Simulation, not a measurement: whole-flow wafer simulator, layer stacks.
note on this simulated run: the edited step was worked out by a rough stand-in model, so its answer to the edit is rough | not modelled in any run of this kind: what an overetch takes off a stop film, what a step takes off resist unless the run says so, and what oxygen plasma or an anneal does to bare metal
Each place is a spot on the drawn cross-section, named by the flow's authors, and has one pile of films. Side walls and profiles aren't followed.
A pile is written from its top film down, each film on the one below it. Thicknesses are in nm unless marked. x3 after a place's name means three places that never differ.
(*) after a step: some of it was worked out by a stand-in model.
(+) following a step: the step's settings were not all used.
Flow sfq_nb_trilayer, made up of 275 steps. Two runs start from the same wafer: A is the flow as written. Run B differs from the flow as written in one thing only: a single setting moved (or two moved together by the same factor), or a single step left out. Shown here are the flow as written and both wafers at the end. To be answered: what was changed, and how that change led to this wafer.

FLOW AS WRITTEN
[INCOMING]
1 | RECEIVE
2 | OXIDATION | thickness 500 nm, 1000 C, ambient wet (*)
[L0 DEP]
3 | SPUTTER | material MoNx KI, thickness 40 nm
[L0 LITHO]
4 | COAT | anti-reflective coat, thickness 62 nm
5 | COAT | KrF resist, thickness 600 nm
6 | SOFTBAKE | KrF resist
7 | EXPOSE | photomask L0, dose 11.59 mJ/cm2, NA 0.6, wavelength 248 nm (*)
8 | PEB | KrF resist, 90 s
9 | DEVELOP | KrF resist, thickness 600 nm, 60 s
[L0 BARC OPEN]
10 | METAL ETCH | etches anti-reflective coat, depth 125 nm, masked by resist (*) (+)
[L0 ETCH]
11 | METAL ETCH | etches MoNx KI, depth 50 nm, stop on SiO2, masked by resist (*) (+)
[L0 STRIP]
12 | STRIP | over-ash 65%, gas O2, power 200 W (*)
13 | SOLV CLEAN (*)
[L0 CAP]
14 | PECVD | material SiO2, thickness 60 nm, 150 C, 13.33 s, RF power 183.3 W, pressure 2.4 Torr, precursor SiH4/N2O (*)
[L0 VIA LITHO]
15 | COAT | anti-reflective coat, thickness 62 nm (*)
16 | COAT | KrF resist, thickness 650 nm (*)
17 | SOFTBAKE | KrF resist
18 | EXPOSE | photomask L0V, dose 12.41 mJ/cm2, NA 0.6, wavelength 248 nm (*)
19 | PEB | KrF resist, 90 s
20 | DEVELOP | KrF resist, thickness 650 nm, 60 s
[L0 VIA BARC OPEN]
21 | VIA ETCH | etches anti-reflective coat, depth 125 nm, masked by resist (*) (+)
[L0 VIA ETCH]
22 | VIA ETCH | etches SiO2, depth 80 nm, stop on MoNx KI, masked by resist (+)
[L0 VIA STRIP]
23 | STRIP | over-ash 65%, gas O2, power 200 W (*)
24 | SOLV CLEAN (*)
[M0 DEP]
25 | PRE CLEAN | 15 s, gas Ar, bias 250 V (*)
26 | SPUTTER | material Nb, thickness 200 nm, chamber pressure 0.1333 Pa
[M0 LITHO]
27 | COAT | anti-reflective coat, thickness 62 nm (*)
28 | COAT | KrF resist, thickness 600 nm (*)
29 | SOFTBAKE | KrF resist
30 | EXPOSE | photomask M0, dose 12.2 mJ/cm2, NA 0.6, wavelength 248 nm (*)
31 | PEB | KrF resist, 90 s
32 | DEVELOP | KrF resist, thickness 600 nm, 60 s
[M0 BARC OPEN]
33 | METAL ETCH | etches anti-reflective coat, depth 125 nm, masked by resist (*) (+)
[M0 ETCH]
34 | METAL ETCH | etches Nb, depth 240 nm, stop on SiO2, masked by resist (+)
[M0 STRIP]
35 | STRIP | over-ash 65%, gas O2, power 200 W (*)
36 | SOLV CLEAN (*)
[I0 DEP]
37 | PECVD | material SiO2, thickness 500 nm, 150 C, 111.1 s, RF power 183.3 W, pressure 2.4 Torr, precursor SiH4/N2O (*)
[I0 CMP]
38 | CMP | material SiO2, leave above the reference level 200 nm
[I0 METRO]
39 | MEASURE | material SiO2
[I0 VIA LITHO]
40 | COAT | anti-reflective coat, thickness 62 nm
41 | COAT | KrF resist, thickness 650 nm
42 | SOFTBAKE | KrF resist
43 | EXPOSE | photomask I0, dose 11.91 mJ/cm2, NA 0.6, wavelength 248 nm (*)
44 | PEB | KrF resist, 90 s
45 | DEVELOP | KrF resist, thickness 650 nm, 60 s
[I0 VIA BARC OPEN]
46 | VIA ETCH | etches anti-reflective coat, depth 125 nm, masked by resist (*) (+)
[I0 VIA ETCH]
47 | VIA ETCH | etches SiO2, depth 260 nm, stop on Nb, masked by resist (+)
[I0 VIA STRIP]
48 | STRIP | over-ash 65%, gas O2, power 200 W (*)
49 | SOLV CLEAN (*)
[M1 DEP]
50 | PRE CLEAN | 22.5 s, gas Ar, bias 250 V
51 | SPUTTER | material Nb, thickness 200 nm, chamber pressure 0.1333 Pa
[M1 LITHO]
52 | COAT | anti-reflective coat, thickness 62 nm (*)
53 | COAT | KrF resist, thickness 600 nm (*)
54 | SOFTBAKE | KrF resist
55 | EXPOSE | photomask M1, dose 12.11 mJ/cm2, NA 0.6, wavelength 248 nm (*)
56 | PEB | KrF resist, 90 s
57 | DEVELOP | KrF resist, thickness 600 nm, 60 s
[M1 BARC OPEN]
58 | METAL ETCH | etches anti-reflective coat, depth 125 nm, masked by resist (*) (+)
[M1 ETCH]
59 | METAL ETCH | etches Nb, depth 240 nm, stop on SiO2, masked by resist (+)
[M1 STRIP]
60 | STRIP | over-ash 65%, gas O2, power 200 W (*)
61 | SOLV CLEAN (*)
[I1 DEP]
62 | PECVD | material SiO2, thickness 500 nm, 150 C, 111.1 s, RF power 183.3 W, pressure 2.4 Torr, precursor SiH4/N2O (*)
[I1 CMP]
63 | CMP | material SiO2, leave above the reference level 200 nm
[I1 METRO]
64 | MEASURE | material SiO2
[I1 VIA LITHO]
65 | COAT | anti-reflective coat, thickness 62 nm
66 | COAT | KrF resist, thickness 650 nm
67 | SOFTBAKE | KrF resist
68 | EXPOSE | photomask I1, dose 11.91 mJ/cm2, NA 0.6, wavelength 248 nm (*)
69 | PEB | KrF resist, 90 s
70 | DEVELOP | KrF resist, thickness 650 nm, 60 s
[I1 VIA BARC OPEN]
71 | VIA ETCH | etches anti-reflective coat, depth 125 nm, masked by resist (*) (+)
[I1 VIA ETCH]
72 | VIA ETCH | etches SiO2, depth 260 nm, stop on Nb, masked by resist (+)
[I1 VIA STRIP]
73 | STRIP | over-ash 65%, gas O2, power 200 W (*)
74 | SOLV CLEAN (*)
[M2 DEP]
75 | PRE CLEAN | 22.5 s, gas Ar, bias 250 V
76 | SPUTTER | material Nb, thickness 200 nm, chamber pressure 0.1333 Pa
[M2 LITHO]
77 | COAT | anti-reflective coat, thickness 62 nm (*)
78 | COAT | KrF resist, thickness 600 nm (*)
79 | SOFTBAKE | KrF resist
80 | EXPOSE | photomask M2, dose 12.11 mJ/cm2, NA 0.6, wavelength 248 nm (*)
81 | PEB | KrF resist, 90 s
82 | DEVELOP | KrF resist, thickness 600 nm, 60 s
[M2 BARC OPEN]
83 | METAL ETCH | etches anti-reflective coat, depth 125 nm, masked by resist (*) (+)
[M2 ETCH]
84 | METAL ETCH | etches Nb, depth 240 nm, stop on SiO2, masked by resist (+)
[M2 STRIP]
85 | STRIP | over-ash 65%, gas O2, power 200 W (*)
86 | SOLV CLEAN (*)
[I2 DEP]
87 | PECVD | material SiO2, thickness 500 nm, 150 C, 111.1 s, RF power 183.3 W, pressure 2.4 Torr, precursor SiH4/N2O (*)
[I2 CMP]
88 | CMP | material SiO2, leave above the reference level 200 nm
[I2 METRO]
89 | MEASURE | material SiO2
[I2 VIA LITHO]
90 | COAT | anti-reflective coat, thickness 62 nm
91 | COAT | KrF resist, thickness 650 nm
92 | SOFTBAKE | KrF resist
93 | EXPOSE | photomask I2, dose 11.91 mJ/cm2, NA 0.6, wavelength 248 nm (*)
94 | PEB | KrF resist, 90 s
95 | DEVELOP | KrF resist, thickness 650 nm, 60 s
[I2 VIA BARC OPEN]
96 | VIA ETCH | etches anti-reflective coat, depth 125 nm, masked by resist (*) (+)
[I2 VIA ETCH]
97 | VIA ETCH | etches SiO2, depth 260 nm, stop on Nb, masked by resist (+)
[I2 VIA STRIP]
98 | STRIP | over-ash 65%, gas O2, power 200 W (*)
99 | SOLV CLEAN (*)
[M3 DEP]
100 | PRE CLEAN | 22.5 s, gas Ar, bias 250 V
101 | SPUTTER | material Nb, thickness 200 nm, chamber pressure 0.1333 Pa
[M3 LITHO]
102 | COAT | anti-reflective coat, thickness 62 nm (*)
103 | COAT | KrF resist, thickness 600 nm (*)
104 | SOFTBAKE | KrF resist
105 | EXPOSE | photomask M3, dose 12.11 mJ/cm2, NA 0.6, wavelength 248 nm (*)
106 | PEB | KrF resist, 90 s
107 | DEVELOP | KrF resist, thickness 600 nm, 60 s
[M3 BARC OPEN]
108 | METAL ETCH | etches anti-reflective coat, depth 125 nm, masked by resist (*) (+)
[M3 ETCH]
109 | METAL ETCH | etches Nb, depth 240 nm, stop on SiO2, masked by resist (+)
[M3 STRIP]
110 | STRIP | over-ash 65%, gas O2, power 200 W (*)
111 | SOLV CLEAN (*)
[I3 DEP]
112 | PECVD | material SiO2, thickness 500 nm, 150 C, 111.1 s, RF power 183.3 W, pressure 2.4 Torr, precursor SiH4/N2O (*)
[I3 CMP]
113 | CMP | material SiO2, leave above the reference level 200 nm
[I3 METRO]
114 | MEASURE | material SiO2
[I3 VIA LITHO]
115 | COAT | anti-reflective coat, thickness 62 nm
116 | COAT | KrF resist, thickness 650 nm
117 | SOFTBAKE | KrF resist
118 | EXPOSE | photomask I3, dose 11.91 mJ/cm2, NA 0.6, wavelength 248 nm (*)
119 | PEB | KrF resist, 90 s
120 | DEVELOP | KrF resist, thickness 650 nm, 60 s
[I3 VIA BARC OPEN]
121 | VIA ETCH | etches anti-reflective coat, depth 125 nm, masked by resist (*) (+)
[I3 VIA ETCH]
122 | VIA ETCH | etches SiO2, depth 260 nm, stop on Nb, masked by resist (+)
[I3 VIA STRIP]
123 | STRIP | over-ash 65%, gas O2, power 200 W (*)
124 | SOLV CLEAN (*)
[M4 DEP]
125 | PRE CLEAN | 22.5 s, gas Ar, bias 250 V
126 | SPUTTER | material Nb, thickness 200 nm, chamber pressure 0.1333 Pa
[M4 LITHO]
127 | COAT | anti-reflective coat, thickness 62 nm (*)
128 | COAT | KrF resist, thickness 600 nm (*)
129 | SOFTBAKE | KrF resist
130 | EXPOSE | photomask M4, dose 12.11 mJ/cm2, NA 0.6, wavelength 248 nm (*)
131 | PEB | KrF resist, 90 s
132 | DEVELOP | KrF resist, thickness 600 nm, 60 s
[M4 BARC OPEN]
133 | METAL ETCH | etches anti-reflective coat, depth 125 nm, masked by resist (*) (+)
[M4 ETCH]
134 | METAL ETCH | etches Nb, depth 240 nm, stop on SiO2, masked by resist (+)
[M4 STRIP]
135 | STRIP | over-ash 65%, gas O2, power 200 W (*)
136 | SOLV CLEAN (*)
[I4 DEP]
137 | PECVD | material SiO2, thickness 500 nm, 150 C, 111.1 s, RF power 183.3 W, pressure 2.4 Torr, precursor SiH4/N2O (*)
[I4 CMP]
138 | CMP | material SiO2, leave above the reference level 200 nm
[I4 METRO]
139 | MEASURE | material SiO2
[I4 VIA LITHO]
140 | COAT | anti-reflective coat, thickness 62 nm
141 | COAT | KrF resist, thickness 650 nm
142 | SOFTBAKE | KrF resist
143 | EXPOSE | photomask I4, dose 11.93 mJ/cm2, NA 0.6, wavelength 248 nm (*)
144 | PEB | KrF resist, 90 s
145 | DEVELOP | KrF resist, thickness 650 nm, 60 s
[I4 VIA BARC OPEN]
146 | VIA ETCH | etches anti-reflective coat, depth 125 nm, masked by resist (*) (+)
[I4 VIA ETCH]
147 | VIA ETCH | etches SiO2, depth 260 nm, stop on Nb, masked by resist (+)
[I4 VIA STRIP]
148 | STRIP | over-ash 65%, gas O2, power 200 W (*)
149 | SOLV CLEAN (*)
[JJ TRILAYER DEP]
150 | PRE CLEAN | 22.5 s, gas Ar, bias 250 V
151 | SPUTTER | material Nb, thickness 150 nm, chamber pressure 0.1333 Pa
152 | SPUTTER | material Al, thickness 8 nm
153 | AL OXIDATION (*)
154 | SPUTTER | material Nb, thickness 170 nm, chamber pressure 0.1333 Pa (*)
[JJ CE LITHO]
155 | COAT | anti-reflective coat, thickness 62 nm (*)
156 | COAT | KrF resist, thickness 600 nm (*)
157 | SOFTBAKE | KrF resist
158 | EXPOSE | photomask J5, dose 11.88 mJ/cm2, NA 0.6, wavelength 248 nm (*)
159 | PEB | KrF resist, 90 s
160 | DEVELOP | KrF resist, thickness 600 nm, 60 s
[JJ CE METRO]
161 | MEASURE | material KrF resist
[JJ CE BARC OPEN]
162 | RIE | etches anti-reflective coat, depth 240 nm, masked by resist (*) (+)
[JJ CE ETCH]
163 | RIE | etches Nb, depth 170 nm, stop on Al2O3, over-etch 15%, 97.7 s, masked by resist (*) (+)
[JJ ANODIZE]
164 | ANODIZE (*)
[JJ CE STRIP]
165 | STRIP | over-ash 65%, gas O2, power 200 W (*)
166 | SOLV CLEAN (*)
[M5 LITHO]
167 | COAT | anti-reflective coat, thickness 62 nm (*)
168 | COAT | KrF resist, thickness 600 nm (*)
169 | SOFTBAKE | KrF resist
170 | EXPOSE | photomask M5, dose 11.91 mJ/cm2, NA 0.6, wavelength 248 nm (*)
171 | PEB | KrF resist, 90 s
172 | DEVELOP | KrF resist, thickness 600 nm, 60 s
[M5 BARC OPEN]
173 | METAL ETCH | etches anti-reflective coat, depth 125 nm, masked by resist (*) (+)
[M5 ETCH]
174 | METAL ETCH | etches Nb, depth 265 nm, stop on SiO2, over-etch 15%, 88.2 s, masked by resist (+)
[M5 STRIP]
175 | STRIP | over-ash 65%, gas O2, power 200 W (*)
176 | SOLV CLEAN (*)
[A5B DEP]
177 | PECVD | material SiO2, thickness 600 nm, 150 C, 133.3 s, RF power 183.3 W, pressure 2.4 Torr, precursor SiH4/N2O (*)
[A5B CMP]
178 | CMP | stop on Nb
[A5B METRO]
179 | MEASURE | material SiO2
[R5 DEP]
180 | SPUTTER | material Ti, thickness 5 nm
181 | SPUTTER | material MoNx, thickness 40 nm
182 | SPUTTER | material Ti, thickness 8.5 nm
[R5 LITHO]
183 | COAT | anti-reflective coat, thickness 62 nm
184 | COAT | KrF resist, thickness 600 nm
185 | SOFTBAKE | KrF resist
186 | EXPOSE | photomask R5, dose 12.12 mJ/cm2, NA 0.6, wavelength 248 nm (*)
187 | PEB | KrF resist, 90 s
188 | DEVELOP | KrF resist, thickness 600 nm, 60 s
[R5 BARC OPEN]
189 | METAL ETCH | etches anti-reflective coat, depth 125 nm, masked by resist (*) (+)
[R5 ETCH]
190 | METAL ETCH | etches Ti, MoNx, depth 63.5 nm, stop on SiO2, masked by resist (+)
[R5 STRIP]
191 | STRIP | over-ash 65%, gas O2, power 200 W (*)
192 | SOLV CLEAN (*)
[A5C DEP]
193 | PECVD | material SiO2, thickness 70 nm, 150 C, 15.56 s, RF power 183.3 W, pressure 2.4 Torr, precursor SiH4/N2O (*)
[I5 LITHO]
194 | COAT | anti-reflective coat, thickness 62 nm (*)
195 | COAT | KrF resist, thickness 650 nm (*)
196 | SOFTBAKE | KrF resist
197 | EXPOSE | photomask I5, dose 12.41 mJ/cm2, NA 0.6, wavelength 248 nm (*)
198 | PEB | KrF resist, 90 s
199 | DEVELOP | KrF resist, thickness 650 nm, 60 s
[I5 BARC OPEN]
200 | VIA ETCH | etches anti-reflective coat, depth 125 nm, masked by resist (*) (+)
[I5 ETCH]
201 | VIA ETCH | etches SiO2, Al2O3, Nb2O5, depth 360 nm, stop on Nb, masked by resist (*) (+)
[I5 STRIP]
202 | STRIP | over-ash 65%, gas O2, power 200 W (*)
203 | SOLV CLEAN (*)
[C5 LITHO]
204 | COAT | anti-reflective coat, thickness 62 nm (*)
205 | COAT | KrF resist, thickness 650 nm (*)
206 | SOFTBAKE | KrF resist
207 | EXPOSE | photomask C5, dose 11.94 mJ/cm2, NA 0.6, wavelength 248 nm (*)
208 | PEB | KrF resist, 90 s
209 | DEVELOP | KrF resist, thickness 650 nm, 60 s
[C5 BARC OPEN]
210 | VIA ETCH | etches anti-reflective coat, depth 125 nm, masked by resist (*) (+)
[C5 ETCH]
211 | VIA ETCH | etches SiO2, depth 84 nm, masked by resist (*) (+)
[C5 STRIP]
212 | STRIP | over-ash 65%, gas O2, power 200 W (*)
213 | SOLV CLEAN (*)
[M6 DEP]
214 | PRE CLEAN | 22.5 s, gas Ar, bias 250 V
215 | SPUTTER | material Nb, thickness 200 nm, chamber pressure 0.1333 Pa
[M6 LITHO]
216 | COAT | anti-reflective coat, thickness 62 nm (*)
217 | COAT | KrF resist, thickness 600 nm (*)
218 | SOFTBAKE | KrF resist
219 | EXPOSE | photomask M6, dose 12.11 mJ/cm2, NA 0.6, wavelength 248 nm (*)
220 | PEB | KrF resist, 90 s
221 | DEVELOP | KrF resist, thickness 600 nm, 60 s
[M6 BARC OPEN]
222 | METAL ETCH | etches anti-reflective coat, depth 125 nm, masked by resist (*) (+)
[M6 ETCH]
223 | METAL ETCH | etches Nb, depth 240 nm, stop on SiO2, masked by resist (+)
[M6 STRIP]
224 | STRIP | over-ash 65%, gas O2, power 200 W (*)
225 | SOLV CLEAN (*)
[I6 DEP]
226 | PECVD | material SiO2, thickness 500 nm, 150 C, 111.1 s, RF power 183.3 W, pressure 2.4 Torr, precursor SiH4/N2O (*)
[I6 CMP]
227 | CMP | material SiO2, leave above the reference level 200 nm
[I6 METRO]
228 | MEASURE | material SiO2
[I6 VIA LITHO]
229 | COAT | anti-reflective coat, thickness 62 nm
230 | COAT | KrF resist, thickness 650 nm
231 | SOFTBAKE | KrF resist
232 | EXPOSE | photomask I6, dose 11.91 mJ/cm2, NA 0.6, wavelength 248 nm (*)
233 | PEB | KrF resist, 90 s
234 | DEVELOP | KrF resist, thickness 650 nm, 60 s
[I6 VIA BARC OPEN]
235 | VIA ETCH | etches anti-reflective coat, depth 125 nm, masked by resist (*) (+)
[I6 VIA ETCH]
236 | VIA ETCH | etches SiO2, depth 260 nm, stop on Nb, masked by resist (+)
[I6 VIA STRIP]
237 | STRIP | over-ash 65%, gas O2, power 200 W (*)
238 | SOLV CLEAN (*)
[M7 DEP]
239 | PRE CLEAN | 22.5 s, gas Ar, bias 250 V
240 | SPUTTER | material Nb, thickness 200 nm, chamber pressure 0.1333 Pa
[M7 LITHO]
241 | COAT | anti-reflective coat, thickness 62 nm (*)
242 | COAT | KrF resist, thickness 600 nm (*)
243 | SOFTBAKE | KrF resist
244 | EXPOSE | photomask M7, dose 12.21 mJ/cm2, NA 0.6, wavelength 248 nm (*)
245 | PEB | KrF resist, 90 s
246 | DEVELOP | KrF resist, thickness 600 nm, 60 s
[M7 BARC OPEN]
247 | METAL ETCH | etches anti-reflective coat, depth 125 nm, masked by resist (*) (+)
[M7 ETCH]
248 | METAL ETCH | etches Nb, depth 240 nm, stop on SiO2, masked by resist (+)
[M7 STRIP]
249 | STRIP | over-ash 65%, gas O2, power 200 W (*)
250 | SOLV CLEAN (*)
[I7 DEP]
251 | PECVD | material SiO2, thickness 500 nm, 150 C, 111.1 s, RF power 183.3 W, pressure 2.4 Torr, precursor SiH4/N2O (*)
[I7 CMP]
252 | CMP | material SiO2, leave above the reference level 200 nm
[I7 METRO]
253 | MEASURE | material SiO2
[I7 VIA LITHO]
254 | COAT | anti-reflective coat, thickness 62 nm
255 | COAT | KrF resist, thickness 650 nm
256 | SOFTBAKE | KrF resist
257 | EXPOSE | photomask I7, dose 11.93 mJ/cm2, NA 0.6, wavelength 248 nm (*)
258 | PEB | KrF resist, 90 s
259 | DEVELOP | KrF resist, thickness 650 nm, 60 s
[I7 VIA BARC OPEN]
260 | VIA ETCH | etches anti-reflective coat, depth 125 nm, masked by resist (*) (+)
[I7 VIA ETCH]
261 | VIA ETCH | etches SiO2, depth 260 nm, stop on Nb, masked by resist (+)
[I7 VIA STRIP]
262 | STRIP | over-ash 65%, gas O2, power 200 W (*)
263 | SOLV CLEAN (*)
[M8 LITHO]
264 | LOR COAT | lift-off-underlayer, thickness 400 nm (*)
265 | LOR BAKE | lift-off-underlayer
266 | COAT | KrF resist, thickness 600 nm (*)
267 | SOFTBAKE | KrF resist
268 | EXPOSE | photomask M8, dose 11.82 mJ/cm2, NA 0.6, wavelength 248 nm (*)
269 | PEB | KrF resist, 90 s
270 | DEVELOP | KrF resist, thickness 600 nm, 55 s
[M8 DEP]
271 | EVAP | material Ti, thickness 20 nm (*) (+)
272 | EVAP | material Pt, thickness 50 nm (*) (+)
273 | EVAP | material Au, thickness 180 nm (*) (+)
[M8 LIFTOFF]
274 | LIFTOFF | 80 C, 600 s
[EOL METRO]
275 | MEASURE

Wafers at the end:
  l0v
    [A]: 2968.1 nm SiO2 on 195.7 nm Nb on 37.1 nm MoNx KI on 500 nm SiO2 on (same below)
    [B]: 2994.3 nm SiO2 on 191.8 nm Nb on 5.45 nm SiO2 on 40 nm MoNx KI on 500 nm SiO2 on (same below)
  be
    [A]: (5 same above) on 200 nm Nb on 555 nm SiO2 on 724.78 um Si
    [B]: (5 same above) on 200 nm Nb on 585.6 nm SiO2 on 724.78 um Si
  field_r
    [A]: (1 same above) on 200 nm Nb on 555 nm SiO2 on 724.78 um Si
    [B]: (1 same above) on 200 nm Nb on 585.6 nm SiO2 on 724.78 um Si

The reason: step 14, PECVD: thickness 90.6 nm was run, while the flow as written has thickness 60 nm; step 14, PECVD: 20.13 s was run, where the flow has 13.33 s.

The path from the change to this, step by step:
  14 | PECVD | material SiO2, thickness 60 nm, 150 C, 13.33 s, RF power 183.3 W, pressure 2.4 Torr, precursor SiH4/N2O (*)
      v_sur, via_wl, via_w and 97 more: A +60 SiO2 | B +90.6 SiO2
      field_l, l0_sur, l0v, l0r_line_l, l0r_line_c, l0r_line_r: A +60 SiO2 (new film) | B +90.6 SiO2 (new film)
  22 | VIA ETCH | etches SiO2, depth 80 nm, stop on MoNx KI, masked by resist (+)
      l0v: A -59.8 SiO2 (all of it) | B -80 SiO2
  25 | PRE CLEAN | 15 s, gas Ar, bias 250 V (*)
      l0v: A -2.91 MoNx KI | B -5 SiO2
  27 | COAT | anti-reflective coat, thickness 62 nm (*)
      l0_sur: A +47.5 anti-reflective coat (new film) | B +45.9 anti-reflective coat (new film)
      l0v: A +78 anti-reflective coat (new film) | B +83.5 anti-reflective coat (new film)
  28 | COAT | KrF resist, thickness 600 nm (*)
      l0v: A +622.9 KrF resist (new film) | B +637.9 KrF resist (new film)
  35 | STRIP | over-ash 65%, gas O2, power 200 W (*)
      l0_sur: A -372 KrF resist (all of it), -47.5 anti-reflective coat (all of it) | B -369.5 KrF resist (all of it), -45.9 anti-reflective coat (all of it)
      l0v: A -405.3 KrF resist (all of it), -78 anti-reflective coat (all of it) | B -420.2 KrF resist (all of it), -83.5 anti-reflective coat (all of it)
  38 | CMP | material SiO2, leave above the reference level 200 nm
      l0v: A -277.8 SiO2 | B -251.6 SiO2
Taking metal films that touch as one body, l0v has 2 bodies (between them, from the top down: SiO2 5.45); the flow as written gives 1 body.
